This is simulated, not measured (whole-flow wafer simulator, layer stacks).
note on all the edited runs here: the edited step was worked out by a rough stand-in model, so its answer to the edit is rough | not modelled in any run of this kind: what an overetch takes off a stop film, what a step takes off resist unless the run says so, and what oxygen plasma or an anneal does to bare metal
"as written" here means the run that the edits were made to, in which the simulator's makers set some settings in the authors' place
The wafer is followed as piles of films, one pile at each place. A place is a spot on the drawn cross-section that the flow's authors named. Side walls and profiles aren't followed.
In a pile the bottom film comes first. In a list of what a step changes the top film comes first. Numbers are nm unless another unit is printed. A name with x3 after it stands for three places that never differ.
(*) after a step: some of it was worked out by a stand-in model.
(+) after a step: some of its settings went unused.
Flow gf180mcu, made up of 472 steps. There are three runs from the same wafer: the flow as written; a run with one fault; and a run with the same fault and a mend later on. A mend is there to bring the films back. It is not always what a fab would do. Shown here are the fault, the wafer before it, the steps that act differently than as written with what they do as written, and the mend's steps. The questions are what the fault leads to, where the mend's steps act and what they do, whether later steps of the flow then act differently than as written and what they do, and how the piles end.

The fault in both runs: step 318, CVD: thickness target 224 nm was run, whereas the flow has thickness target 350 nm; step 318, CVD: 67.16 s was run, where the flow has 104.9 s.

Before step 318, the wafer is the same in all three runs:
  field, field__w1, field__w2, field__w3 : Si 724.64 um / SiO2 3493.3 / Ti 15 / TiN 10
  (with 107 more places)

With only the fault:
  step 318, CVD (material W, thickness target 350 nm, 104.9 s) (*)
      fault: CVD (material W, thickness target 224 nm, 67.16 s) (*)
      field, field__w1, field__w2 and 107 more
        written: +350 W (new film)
        fault: +225 W (new film)
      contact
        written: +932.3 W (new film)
        fault: +807.3 W (new film)
  Steps later in the flow that act otherwise than as written:
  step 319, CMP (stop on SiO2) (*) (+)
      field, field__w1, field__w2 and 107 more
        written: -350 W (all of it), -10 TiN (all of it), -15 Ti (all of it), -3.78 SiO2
        fault: -225 W (all of it), -10 TiN (all of it), -15 Ti (all of it), -2.52 SiO2
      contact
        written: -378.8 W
        fault: -252.6 W
  At the end the piles are close to the flow's at the places that both follow, differing by at most 2% or 0.5 nm, whichever is larger.

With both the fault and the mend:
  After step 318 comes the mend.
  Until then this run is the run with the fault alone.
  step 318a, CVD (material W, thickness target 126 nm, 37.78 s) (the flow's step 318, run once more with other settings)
      field, field__w1, field__w2 and 108 more
        +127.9 W
  None of the later steps of the flow differs from how it acts as written, at any place that is followed, by more than 2% or 0.5 nm, whichever is larger.
  At the end the piles are close to the flow's at the places that both follow, differing by at most 2% or 0.5 nm, whichever is larger.
